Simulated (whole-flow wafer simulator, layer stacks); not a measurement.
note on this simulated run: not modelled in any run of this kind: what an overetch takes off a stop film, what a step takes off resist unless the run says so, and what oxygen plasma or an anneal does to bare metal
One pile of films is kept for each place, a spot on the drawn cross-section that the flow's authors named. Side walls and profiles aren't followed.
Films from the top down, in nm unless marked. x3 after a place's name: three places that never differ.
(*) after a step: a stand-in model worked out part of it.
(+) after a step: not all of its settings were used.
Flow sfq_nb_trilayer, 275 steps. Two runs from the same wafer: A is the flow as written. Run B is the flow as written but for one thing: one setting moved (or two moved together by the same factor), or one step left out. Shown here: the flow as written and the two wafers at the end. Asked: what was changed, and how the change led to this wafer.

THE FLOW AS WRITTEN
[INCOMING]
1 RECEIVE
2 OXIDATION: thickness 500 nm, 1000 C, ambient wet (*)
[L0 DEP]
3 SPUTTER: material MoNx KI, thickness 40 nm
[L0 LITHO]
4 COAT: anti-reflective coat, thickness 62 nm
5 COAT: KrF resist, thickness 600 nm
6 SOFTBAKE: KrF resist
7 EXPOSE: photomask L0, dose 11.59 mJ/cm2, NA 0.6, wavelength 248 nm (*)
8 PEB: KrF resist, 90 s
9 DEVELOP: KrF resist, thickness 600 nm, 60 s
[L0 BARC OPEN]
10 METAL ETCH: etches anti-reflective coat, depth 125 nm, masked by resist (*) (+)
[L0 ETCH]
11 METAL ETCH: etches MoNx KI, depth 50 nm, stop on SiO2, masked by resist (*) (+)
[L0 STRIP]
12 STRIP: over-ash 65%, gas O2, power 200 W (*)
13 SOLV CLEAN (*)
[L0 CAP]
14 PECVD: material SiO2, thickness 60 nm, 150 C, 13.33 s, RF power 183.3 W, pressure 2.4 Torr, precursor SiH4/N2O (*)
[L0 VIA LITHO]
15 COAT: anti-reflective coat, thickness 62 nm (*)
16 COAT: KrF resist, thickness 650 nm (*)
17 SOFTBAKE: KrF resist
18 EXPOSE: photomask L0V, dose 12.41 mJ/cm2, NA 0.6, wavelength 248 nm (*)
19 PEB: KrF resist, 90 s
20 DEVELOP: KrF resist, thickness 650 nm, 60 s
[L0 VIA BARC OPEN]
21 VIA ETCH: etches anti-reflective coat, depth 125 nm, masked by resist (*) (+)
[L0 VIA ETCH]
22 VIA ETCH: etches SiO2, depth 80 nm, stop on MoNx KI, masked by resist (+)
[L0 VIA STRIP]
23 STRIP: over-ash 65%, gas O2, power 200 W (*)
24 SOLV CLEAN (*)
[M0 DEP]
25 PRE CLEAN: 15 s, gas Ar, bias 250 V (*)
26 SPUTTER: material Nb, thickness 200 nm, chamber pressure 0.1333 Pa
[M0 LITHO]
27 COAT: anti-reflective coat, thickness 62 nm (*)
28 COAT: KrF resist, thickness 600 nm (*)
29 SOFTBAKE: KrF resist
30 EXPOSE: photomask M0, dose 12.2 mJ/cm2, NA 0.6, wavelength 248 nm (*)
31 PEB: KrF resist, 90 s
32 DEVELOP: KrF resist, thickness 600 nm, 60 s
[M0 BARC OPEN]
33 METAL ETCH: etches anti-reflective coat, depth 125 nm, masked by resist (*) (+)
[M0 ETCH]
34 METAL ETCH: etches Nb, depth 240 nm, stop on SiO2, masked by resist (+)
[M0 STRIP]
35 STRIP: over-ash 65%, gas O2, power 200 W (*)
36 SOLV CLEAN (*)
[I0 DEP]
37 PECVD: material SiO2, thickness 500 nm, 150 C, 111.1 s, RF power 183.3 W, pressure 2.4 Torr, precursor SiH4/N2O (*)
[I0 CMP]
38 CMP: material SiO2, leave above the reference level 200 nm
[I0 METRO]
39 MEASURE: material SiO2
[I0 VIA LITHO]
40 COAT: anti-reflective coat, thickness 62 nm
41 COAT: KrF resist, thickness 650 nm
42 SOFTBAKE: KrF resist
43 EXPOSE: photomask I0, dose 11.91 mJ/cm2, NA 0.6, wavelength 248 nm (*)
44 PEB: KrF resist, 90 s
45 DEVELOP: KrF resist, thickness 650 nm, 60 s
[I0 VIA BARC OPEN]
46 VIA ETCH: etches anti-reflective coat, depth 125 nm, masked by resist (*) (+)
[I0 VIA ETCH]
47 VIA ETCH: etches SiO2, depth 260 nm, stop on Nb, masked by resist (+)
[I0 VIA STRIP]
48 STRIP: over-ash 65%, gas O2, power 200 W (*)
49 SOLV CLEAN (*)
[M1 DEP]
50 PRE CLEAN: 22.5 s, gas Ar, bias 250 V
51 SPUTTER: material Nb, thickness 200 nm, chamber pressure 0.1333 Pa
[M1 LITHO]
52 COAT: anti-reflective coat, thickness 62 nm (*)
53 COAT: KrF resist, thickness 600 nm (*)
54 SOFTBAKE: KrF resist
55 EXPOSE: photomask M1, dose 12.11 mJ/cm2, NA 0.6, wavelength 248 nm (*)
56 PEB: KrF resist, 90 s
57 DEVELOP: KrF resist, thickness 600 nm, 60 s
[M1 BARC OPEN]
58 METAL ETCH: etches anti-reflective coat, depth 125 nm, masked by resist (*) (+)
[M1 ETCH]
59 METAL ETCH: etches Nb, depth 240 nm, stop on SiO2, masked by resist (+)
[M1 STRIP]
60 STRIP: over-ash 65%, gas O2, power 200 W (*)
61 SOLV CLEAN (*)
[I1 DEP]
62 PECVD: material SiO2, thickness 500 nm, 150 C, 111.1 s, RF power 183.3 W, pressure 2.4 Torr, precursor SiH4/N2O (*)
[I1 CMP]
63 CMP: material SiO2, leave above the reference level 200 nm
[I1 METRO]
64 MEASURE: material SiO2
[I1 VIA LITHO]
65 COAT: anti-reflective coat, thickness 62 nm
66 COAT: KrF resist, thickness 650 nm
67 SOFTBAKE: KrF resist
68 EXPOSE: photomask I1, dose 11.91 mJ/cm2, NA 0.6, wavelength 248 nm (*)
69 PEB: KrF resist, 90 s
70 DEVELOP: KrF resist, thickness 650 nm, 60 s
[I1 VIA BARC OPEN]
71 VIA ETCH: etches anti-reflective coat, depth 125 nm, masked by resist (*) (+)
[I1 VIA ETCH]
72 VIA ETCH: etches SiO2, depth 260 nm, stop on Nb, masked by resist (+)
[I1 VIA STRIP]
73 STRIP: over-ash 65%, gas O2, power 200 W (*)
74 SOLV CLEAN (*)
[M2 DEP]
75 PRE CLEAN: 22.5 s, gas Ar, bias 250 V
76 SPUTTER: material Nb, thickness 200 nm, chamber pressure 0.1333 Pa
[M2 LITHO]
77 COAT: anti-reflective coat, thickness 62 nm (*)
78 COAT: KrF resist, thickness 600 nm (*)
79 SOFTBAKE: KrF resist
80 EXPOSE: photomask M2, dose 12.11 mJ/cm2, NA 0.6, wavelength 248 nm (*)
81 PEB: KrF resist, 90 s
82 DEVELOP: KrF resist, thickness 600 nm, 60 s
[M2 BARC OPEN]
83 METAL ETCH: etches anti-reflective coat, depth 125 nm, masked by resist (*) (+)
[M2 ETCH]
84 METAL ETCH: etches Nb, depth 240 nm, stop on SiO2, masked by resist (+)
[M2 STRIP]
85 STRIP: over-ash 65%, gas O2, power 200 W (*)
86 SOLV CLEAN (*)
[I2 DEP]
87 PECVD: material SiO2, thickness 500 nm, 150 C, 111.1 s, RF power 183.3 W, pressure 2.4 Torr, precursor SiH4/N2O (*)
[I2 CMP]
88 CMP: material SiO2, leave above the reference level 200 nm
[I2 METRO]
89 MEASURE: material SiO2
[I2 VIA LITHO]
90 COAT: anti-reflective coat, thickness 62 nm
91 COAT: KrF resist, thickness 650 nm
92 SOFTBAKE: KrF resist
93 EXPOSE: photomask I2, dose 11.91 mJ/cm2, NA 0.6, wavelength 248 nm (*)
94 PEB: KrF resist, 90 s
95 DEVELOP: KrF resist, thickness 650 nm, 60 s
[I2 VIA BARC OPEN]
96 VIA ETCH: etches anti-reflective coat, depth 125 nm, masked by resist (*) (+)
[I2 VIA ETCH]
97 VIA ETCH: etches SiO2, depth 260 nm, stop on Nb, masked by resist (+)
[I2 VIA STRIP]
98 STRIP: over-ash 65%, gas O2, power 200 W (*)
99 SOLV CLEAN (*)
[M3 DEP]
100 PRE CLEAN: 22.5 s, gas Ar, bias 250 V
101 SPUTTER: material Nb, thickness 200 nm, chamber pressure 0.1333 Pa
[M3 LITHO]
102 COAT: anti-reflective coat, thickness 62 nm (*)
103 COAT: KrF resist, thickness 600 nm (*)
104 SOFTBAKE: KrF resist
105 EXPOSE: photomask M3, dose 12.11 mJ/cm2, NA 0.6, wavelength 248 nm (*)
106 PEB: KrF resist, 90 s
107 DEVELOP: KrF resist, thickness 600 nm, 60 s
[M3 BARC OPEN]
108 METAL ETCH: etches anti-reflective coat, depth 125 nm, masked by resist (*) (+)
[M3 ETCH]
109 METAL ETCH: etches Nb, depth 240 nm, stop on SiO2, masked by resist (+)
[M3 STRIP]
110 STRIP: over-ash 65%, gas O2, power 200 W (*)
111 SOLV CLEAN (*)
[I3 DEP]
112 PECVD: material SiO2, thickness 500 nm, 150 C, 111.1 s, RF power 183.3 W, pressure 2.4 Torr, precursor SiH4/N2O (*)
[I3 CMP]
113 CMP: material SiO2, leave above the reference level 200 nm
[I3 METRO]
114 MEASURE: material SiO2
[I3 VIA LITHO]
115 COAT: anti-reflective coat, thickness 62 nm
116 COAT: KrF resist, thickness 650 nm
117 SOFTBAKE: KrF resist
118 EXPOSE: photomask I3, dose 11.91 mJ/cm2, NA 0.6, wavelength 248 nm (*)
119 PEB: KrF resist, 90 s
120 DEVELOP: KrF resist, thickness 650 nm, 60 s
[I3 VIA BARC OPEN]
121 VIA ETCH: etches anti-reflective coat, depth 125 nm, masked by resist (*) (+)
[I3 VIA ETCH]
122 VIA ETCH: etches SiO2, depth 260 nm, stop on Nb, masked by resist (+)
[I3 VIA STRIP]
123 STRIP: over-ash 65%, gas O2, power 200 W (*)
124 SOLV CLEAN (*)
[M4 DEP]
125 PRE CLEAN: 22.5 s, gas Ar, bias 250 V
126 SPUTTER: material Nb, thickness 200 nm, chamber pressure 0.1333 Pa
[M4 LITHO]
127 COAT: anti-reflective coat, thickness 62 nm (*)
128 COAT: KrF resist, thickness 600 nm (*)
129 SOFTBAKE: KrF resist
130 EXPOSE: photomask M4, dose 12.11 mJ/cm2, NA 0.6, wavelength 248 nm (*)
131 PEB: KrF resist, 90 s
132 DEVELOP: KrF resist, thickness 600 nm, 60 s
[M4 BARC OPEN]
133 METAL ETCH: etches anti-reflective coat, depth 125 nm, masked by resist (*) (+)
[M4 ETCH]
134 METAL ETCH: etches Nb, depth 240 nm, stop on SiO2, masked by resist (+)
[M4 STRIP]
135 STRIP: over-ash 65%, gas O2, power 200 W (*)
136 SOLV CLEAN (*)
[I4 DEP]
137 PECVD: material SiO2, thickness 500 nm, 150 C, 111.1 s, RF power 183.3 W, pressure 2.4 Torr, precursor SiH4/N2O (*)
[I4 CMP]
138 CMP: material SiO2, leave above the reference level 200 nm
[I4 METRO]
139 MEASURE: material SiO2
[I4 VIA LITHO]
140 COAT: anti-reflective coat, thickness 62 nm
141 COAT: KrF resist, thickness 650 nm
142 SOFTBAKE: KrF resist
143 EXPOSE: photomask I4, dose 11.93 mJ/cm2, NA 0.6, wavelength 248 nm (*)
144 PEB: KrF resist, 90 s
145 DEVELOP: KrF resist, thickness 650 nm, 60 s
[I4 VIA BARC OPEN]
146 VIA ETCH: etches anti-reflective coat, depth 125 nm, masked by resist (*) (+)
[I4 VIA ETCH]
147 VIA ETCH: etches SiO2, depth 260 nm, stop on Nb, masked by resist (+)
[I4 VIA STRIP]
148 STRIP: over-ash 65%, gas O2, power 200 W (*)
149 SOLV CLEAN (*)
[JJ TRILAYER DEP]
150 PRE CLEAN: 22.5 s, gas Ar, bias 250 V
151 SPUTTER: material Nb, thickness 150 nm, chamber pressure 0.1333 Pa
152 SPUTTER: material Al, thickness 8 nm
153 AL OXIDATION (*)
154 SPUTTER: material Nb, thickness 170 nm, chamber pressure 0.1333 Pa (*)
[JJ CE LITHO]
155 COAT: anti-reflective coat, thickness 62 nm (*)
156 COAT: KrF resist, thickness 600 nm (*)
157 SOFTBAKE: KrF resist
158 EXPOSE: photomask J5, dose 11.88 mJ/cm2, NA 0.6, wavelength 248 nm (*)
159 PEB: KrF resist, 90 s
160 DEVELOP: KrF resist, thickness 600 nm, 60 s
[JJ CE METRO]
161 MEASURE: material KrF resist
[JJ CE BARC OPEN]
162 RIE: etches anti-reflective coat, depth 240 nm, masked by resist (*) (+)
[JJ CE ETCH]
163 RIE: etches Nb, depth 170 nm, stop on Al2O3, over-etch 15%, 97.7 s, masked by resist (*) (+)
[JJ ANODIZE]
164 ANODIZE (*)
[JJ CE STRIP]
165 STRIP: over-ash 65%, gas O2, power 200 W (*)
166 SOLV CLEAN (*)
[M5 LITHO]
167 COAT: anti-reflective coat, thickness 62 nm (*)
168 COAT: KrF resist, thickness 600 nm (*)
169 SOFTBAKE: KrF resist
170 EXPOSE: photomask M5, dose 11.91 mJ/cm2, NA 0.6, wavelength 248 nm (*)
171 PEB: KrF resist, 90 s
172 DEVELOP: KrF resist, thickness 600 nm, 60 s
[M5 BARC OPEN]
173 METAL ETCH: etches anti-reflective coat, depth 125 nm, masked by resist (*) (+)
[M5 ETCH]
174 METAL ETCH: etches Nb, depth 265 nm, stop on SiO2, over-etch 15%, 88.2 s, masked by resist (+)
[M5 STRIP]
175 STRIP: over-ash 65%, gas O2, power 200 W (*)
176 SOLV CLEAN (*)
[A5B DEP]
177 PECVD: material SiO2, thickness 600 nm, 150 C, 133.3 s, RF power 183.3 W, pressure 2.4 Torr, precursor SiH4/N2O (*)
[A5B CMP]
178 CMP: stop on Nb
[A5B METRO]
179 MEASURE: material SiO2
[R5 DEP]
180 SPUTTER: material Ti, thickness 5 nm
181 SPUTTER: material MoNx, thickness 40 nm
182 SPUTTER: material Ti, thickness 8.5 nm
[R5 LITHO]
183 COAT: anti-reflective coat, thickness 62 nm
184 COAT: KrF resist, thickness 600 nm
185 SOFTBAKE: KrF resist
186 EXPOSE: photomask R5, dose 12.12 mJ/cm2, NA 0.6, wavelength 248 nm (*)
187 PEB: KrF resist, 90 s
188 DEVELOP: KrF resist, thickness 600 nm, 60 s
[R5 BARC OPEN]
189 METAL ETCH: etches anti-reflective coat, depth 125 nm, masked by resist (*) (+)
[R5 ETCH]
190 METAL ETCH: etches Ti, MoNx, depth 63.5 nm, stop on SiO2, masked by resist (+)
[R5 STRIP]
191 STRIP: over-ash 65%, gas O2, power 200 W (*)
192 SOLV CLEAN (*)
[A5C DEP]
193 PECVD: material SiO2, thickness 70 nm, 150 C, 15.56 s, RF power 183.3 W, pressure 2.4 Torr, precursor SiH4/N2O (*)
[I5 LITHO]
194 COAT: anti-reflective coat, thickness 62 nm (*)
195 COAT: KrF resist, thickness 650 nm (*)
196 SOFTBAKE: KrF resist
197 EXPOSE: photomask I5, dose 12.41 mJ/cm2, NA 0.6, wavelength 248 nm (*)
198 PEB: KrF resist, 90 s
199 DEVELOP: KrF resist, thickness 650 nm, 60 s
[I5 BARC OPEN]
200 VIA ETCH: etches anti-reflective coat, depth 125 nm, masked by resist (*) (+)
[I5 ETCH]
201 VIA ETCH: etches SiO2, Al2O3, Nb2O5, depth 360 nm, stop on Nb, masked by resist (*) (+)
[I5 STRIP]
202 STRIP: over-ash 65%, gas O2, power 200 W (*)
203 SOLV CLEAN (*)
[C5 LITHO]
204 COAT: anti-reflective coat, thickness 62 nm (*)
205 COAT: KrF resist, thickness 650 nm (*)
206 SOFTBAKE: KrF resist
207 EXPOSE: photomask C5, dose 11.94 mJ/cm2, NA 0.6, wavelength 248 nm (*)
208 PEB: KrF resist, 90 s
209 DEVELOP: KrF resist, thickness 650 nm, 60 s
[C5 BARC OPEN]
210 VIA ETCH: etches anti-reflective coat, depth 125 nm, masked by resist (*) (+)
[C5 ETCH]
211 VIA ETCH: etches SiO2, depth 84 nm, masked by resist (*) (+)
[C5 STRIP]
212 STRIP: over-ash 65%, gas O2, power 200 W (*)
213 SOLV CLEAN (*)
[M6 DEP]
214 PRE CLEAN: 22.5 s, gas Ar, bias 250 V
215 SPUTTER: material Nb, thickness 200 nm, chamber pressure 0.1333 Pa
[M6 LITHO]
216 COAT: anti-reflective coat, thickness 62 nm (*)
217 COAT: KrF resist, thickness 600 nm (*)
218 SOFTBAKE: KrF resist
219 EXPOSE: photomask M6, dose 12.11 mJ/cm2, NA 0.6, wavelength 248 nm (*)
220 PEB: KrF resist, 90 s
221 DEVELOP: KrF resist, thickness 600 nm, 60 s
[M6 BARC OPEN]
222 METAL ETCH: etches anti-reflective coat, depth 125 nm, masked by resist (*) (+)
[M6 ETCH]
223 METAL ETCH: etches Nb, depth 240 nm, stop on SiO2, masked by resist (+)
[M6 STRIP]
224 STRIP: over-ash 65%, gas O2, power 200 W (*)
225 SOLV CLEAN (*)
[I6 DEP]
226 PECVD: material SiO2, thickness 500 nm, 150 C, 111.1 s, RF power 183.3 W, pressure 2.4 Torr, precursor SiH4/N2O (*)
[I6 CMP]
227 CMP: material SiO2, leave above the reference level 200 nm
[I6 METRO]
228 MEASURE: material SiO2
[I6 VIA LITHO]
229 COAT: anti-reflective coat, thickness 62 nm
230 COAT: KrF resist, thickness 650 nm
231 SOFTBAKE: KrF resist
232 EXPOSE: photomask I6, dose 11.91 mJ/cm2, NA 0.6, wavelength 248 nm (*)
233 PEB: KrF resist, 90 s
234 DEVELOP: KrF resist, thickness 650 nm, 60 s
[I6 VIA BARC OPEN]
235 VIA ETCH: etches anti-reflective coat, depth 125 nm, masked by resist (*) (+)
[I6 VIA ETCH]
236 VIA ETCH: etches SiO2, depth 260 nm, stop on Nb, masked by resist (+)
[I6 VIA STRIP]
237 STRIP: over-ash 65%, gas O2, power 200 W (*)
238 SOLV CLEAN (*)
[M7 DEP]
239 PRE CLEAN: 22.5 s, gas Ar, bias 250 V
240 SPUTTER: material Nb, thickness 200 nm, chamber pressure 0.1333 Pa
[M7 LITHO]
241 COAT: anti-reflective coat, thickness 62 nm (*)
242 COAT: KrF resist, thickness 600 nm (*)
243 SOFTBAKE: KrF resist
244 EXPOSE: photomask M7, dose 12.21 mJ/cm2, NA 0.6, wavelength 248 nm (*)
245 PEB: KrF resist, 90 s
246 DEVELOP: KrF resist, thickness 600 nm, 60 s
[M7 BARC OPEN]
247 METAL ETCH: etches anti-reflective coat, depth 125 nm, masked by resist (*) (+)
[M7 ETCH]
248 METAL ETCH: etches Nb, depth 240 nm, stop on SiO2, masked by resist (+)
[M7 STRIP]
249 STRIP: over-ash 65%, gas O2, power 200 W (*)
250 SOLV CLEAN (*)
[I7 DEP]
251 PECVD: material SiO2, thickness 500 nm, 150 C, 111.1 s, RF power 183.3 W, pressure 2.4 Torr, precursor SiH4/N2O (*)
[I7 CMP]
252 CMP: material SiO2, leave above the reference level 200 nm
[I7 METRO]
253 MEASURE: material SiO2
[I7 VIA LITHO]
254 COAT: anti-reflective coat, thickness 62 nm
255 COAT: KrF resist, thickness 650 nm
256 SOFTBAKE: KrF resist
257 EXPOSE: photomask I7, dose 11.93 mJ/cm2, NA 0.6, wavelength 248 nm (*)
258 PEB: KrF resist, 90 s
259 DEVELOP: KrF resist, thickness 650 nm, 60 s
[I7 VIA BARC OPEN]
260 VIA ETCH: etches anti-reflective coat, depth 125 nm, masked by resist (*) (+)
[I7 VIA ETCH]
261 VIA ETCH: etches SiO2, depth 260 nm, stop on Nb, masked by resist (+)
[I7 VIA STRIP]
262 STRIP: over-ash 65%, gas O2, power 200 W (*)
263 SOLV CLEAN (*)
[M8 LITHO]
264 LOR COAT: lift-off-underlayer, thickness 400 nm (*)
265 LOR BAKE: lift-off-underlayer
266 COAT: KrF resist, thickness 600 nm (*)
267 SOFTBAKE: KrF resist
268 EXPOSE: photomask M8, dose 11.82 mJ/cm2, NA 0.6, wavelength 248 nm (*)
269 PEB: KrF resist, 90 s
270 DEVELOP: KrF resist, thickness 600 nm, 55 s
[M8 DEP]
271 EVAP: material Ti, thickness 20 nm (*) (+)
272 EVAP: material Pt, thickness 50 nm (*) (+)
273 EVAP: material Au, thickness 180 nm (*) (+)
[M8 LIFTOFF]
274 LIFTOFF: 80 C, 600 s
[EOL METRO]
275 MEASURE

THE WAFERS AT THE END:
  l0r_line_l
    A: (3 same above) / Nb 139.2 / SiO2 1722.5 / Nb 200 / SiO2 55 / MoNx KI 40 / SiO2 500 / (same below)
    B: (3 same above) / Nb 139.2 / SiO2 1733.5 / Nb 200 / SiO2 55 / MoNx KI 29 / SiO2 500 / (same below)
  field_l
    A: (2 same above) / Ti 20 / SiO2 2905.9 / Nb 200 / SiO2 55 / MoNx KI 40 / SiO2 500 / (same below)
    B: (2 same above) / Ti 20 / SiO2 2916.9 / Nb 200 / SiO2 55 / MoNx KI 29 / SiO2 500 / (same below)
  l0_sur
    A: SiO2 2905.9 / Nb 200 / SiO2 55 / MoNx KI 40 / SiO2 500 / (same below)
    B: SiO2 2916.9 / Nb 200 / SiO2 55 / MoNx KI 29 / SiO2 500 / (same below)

The cause: step 3, SPUTTER: thickness 29 nm was run, where the flow has thickness 40 nm.
It can be read off the wafer: l0r_line_l has MoNx KI 29, and step 3 as written asks for 40 nm.

How the change led to this, step by step:
  3 SPUTTER: material MoNx KI, thickness 40 nm
      field_l, v_sur, via_wl and 103 more: A MoNx KI +40 (new film) | B MoNx KI +29 (new film)
  11 METAL ETCH: etches MoNx KI, depth 50 nm, stop on SiO2, masked by resist (*) (+)
      v_sur, via_wl, via_w and 97 more: A MoNx KI -40 (all of it) | B MoNx KI -29 (all of it)
      field_l, l0_sur, l0v, l0r_line_l, l0r_line_c, l0r_line_r: A KrF resist -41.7 | B KrF resist -36.2
  15 COAT: anti-reflective coat, thickness 62 nm (*)
      field_l: A anti-reflective coat +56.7 (new film) | B anti-reflective coat +58 (new film)
      v_sur: A anti-reflective coat +72.2 (new film) | B anti-reflective coat +69.5 (new film)
      (and at 3 more places)
  23 STRIP: over-ash 65%, gas O2, power 200 W (*)
      field_l: A KrF resist -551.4 (all of it), anti-reflective coat -56.7 (all of it) | B KrF resist -553.8 (all of it), anti-reflective coat -58 (all of it)
      v_sur: A KrF resist -570.5 (all of it), anti-reflective coat -72.2 (all of it) | B KrF resist -567.3 (all of it), anti-reflective coat -69.5 (all of it)
      (and at 3 more places)
  27 COAT: anti-reflective coat, thickness 62 nm (*)
      field_l: A anti-reflective coat +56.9 (new film) | B anti-reflective coat +58.1 (new film)
      v_sur: A anti-reflective coat +72.3 (new film) | B anti-reflective coat +69.6 (new film)
      (and at 3 more places)
  35 STRIP: over-ash 65%, gas O2, power 200 W (*)
      field_l: A KrF resist -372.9 (all of it), anti-reflective coat -56.9 (all of it) | B KrF resist -375.5 (all of it), anti-reflective coat -58.1 (all of it)
      v_sur: A KrF resist -391.6 (all of it), anti-reflective coat -72.3 (all of it) | B KrF resist -388.9 (all of it), anti-reflective coat -69.6 (all of it)
      (and at 3 more places)
  38 CMP: material SiO2, leave above the reference level 200 nm
      field_l, l0_sur, l0r_line_l, l0r_line_c, l0r_line_r: A SiO2 -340 | B SiO2 -329
      l0v: A SiO2 -277.8 | B SiO2 -266.8
